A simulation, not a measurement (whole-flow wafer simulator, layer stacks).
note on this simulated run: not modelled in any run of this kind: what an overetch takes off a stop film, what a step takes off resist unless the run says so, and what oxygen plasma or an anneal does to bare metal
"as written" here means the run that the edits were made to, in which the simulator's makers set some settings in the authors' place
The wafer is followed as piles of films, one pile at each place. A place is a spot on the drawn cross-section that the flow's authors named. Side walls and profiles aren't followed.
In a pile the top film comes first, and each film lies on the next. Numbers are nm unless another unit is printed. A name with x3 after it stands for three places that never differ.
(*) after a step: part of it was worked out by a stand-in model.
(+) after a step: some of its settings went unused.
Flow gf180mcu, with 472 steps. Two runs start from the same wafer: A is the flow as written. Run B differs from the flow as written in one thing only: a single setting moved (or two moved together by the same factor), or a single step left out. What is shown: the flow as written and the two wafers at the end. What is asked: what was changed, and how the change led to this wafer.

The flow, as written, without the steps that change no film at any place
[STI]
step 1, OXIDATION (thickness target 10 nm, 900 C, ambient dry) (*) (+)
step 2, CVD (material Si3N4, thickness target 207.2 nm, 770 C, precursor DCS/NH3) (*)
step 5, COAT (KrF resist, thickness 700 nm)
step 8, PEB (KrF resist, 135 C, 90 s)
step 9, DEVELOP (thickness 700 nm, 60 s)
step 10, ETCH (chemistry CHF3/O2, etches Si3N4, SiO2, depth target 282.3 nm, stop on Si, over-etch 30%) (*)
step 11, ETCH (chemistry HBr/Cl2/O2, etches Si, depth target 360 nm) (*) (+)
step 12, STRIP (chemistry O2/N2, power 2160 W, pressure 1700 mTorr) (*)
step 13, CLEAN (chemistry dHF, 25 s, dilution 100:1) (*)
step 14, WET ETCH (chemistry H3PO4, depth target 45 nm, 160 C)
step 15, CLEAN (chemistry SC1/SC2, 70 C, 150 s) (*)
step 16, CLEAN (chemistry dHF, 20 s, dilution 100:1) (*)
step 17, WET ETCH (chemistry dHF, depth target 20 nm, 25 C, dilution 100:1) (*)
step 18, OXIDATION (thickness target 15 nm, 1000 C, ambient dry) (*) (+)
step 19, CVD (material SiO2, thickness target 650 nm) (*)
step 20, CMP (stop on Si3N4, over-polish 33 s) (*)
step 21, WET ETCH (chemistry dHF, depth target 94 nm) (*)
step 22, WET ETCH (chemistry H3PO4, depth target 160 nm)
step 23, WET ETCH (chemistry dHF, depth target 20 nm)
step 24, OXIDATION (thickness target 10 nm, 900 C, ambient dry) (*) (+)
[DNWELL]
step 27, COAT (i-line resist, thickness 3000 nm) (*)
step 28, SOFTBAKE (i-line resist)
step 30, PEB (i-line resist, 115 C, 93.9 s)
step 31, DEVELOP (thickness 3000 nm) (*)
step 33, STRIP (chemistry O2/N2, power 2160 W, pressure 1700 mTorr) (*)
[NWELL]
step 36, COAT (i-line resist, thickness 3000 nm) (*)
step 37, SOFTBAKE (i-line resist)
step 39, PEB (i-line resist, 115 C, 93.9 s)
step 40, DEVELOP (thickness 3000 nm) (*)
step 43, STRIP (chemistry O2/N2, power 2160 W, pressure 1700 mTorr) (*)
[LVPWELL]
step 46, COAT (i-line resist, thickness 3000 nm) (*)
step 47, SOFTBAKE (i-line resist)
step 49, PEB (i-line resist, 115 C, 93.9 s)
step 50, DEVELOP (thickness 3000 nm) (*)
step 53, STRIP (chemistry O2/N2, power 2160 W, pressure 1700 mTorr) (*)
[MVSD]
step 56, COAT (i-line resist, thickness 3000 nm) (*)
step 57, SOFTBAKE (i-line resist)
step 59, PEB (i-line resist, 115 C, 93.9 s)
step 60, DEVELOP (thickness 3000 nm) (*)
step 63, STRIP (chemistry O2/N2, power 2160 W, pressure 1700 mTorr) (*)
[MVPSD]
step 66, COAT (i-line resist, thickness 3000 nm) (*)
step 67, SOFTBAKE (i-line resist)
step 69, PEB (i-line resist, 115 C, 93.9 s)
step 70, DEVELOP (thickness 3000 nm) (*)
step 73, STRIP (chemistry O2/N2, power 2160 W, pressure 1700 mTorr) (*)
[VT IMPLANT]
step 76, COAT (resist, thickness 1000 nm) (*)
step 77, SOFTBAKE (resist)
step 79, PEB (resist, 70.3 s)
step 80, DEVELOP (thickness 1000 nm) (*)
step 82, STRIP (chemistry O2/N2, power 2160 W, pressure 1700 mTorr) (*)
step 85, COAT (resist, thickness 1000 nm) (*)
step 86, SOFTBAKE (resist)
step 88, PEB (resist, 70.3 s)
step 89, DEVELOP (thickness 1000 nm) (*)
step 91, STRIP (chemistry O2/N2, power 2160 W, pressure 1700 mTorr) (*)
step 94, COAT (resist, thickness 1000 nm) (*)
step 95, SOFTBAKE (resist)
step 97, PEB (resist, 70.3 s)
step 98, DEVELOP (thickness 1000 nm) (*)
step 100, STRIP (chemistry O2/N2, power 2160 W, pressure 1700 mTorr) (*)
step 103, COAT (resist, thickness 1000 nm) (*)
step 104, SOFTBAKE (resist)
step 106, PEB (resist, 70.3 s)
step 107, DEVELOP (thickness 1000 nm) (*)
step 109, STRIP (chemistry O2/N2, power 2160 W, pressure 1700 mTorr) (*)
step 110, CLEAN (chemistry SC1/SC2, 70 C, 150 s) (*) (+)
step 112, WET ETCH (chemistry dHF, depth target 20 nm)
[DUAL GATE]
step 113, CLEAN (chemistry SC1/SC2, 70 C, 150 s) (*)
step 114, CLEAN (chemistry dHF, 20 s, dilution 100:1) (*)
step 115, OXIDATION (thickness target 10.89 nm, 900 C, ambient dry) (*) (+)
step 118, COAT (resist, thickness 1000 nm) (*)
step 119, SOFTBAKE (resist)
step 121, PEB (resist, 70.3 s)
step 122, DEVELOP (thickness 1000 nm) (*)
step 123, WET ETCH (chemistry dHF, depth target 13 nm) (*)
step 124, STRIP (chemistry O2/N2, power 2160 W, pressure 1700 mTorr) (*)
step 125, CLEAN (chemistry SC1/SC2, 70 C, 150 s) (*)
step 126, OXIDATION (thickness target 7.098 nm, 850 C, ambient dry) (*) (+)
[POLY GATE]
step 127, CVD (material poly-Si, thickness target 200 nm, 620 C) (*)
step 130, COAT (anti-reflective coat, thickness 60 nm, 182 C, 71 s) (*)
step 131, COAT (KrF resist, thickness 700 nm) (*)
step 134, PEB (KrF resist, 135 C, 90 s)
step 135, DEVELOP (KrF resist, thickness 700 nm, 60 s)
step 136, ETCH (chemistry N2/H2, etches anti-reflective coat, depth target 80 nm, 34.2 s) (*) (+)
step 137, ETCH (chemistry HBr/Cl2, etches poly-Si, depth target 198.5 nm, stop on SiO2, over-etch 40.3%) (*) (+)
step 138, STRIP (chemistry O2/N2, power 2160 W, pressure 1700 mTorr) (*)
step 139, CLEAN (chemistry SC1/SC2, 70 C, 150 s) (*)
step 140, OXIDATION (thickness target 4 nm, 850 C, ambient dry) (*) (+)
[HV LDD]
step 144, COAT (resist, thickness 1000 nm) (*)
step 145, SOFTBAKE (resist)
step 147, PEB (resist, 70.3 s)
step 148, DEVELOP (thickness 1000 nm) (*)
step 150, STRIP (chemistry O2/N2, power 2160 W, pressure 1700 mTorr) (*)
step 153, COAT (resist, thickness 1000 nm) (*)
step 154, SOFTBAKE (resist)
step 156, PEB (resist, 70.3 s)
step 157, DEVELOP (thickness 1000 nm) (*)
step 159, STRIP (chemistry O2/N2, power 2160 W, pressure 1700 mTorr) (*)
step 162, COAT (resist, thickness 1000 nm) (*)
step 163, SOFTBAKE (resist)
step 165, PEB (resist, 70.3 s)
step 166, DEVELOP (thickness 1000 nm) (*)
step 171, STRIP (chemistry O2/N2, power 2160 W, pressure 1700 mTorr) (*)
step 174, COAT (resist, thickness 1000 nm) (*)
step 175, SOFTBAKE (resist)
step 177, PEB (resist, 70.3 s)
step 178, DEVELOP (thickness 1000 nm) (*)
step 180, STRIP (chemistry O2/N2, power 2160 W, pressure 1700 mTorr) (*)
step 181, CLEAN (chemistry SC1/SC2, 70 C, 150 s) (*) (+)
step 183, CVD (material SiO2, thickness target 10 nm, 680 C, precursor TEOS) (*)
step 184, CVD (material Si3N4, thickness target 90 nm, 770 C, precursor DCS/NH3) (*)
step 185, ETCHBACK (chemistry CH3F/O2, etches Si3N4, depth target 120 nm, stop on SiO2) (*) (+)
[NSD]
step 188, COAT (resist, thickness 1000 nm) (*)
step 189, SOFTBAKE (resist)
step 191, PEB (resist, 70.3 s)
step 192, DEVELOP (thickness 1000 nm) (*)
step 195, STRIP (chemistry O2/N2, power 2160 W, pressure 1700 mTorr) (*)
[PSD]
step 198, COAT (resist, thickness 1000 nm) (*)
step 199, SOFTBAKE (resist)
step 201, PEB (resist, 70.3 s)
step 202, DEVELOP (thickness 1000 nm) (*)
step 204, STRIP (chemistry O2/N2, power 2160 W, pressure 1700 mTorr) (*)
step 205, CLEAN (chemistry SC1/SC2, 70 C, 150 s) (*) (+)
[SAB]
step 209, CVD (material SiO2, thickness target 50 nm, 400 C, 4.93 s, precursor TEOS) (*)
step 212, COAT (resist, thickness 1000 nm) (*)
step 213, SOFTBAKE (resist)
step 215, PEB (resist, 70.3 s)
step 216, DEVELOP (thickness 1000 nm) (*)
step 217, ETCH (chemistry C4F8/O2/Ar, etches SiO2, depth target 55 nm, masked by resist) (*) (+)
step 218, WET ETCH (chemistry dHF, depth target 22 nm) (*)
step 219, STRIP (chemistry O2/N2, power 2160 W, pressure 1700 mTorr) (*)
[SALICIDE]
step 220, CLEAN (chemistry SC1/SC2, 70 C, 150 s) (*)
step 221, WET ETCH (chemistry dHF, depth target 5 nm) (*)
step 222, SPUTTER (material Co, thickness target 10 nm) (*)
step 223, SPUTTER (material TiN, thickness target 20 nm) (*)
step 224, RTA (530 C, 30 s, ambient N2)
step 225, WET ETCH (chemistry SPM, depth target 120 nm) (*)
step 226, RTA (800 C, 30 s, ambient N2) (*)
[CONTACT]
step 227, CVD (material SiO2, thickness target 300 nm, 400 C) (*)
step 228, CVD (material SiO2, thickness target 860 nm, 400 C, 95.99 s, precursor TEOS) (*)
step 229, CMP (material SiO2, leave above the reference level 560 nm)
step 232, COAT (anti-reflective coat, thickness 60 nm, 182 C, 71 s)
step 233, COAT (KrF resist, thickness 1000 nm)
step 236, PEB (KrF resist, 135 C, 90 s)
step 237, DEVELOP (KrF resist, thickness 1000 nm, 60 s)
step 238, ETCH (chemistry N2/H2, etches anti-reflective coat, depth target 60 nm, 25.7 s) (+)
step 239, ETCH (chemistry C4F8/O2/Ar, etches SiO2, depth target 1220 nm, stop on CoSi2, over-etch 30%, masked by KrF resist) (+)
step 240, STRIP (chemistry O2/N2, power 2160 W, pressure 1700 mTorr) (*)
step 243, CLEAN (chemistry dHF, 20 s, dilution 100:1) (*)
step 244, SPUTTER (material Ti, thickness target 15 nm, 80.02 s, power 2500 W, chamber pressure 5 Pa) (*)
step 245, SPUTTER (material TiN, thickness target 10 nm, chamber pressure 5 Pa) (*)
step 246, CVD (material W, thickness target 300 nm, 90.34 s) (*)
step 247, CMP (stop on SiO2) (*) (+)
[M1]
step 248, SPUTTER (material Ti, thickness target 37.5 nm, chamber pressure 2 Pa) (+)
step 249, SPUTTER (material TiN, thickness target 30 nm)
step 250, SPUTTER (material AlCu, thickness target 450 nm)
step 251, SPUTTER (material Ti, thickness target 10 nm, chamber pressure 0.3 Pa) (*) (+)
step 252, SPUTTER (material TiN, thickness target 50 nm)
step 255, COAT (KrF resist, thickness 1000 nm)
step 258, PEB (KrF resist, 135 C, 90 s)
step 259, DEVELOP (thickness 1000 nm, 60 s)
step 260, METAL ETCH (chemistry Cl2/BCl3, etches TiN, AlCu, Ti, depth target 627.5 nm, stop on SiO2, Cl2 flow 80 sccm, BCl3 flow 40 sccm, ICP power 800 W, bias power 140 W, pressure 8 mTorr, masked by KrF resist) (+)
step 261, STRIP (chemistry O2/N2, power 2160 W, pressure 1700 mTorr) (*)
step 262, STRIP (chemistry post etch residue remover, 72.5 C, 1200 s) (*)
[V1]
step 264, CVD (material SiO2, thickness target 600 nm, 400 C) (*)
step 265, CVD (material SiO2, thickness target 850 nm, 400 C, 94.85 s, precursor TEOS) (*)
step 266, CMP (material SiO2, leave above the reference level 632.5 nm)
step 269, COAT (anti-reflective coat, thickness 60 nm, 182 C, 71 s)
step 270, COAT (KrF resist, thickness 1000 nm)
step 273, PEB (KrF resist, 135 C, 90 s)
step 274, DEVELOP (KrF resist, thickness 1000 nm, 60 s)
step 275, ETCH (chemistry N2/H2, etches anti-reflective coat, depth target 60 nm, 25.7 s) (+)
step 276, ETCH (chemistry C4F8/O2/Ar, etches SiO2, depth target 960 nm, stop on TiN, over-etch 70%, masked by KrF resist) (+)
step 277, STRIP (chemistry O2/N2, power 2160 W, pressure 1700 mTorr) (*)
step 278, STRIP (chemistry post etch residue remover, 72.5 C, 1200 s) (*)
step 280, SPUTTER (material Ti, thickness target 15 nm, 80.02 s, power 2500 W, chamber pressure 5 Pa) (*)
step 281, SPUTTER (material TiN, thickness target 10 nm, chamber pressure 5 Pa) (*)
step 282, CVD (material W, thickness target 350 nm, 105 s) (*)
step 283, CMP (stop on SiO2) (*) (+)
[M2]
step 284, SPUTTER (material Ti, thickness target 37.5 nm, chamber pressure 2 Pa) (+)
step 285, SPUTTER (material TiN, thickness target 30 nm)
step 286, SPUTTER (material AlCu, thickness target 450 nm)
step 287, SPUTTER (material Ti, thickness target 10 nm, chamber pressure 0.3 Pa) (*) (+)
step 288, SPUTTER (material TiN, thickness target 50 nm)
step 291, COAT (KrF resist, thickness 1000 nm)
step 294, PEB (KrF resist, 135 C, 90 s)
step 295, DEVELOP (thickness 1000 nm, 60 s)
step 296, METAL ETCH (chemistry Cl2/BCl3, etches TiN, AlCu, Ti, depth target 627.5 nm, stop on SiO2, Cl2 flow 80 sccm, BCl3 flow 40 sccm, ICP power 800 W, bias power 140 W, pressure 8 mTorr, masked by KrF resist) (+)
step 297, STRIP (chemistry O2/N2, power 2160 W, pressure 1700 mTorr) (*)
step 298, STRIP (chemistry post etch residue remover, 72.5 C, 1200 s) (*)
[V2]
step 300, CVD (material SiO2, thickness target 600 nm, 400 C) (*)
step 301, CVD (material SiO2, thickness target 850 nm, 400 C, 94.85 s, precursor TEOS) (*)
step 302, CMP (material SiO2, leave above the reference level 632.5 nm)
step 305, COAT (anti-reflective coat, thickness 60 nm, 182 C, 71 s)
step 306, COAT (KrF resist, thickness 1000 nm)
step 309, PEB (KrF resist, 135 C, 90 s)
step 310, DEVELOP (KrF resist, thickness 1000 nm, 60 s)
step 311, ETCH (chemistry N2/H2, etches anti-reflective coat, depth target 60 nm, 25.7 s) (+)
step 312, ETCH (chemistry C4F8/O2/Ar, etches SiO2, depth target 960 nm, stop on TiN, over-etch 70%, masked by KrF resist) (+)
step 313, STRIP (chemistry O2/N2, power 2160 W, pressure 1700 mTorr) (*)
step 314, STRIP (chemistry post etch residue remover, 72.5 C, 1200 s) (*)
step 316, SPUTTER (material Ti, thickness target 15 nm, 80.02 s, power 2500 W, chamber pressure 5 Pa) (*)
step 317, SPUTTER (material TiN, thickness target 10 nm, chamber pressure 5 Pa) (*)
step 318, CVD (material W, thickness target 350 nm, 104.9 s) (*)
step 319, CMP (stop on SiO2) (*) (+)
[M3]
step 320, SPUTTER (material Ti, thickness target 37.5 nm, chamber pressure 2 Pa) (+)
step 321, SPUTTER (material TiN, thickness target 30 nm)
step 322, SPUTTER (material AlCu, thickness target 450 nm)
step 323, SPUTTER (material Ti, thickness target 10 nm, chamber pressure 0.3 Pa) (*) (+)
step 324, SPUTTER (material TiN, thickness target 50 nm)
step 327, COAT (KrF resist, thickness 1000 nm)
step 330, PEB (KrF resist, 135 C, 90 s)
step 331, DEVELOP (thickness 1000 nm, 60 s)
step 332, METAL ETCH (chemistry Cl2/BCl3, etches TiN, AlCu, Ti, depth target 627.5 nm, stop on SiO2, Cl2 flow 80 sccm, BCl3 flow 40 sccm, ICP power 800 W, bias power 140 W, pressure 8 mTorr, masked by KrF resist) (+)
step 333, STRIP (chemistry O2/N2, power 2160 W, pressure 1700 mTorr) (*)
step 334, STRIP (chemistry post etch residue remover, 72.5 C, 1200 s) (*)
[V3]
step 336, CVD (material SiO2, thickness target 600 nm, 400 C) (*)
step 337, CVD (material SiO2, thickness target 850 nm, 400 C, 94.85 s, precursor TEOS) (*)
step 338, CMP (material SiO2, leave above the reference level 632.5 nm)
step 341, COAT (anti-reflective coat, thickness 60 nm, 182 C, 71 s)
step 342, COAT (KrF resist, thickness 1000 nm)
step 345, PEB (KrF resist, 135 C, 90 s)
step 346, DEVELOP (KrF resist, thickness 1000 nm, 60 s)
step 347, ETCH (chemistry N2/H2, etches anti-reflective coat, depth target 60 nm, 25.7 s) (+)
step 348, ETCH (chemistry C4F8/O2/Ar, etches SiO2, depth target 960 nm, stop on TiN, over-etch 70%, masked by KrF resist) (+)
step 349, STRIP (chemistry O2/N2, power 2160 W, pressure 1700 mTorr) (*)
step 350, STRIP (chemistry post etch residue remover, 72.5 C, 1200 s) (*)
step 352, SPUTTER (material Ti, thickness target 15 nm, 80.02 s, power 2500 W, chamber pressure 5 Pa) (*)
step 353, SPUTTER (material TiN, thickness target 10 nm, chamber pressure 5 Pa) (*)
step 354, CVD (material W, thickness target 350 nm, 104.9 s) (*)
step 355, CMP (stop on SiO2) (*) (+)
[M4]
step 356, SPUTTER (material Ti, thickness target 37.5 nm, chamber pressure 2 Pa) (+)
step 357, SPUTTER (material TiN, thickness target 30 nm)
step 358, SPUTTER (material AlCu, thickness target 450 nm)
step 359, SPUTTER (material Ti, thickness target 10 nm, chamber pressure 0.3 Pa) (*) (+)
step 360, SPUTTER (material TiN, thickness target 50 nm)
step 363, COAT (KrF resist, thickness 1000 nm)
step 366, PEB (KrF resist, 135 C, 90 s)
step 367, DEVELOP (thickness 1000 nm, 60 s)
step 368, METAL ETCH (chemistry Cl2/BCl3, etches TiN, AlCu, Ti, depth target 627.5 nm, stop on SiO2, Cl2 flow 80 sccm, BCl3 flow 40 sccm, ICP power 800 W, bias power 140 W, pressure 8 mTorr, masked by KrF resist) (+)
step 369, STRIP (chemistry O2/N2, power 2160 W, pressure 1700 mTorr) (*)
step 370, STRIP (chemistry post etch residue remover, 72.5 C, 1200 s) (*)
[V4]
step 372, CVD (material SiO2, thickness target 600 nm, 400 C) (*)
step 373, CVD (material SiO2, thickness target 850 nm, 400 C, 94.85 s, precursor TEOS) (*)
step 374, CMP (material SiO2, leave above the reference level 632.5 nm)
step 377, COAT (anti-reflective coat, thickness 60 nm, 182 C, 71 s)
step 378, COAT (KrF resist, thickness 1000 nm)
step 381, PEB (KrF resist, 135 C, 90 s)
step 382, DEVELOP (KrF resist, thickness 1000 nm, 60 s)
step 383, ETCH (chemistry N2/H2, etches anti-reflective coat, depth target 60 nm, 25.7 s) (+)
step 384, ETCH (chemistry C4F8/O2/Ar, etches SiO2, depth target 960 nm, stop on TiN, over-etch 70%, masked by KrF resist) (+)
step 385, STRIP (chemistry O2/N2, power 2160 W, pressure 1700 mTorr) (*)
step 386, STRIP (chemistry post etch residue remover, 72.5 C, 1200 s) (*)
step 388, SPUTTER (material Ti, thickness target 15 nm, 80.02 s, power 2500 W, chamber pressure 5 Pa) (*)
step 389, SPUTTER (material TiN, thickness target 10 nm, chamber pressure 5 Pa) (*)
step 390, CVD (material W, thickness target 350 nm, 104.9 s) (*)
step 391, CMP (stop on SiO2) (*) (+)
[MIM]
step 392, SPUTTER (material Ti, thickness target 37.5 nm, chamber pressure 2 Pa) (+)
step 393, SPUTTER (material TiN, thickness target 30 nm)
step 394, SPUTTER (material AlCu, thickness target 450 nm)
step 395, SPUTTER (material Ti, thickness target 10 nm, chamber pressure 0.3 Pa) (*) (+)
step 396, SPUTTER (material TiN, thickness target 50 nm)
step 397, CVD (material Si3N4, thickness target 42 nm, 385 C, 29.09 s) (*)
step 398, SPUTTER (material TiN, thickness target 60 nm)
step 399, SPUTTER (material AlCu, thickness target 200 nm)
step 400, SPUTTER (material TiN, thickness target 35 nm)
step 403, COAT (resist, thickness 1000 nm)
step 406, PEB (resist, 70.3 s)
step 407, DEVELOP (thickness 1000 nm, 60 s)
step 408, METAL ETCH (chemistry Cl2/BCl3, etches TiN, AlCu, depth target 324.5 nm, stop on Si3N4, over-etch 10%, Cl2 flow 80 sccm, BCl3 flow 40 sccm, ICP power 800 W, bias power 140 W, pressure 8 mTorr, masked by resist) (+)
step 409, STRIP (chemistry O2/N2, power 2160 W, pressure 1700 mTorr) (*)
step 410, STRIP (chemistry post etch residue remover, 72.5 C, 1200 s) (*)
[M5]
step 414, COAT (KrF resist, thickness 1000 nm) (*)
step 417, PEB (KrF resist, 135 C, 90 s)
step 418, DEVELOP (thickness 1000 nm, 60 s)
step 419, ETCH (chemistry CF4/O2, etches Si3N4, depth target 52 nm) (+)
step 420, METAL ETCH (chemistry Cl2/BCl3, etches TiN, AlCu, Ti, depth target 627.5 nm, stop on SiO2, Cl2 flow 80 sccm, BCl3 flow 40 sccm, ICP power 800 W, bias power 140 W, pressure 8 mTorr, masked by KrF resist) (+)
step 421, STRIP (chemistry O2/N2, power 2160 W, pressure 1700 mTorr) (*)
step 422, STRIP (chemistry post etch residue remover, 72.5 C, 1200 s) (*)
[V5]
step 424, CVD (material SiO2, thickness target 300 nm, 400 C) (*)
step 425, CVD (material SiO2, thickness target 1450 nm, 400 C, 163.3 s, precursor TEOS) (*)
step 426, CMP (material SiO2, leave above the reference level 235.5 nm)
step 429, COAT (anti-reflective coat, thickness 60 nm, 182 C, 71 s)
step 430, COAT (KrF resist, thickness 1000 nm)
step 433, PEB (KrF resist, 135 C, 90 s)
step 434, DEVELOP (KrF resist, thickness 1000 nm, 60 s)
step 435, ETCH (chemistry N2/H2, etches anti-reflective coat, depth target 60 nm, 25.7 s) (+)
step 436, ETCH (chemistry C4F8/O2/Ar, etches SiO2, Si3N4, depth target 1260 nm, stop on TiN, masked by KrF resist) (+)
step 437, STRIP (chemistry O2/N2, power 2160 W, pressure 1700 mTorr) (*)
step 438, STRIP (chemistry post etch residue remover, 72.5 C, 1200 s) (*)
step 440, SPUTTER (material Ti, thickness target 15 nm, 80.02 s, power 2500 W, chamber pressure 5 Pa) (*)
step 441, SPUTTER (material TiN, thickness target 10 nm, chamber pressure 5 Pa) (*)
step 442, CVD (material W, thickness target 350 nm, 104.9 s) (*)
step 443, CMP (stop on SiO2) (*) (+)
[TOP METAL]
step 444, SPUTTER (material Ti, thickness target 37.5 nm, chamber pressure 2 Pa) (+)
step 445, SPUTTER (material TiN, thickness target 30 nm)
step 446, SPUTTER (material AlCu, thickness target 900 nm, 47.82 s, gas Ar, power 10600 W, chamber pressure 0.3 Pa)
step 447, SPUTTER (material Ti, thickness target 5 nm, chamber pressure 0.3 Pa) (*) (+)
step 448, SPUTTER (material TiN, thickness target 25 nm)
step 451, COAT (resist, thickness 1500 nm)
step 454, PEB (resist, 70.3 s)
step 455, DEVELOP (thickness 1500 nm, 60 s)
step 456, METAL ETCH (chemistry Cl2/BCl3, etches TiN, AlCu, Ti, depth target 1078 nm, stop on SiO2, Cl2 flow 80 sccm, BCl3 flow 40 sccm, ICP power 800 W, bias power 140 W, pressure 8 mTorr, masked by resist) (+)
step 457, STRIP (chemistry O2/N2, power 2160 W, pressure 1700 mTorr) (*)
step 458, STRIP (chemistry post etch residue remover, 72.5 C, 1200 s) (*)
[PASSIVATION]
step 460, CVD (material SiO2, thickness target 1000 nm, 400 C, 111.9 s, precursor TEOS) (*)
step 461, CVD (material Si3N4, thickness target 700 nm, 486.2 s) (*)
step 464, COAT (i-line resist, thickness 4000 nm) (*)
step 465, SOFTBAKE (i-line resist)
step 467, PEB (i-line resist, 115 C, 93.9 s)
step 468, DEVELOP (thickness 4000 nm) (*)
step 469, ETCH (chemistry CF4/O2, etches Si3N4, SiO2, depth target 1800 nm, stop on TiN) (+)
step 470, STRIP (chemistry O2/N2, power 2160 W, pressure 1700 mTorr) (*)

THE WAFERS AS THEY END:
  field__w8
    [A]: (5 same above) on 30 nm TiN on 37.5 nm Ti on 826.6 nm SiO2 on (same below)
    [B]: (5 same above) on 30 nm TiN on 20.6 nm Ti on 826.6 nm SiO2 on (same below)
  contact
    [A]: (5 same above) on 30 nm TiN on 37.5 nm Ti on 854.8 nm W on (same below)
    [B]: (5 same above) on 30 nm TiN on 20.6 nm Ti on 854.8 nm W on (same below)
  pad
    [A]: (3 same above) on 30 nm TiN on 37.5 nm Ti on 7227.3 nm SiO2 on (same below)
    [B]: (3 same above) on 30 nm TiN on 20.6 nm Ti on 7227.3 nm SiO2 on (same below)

Cause: step 444, SPUTTER: thickness target 20.6 nm was run, while the flow as written has thickness target 37.5 nm.
The wafer lets one read it off: field__w8 has Ti 20.6, and step 444 as written asks for 37.5 nm.

How this came from the change, step by step:
  step 444, SPUTTER (material Ti, thickness target 37.5 nm, chamber pressure 2 Pa) (+)
      field, field__w1, field__w2 and 109 more: A Ti gains 37.5 (new film) | B Ti gains 20.6 (new film)
  step 456, METAL ETCH (chemistry Cl2/BCl3, etches TiN, AlCu, Ti, depth target 1078 nm, stop on SiO2, Cl2 flow 80 sccm, BCl3 flow 40 sccm, ICP power 800 W, bias power 140 W, pressure 8 mTorr, masked by resist) (+)
      field, field__w1, field__w2 and 103 more: A TiN loses 25 (all of it), Ti loses 5 (all of it), AlCu loses 900 (all of it), TiN loses 30 (all of it), Ti loses 37.5 (all of it) | B TiN loses 25 (all of it), Ti loses 5 (all of it), AlCu loses 900 (all of it), TiN loses 30 (all of it), Ti loses 20.6 (all of it)
  step 465, SOFTBAKE (i-line resist)
      field__w2, field_sub__w4: A i-line resist gains 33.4 | B i-line resist gains 32.5
      field__w11, field__w13: A i-line resist gains 37.6 | B i-line resist gains 36.7
      (as well as at 59 more places)
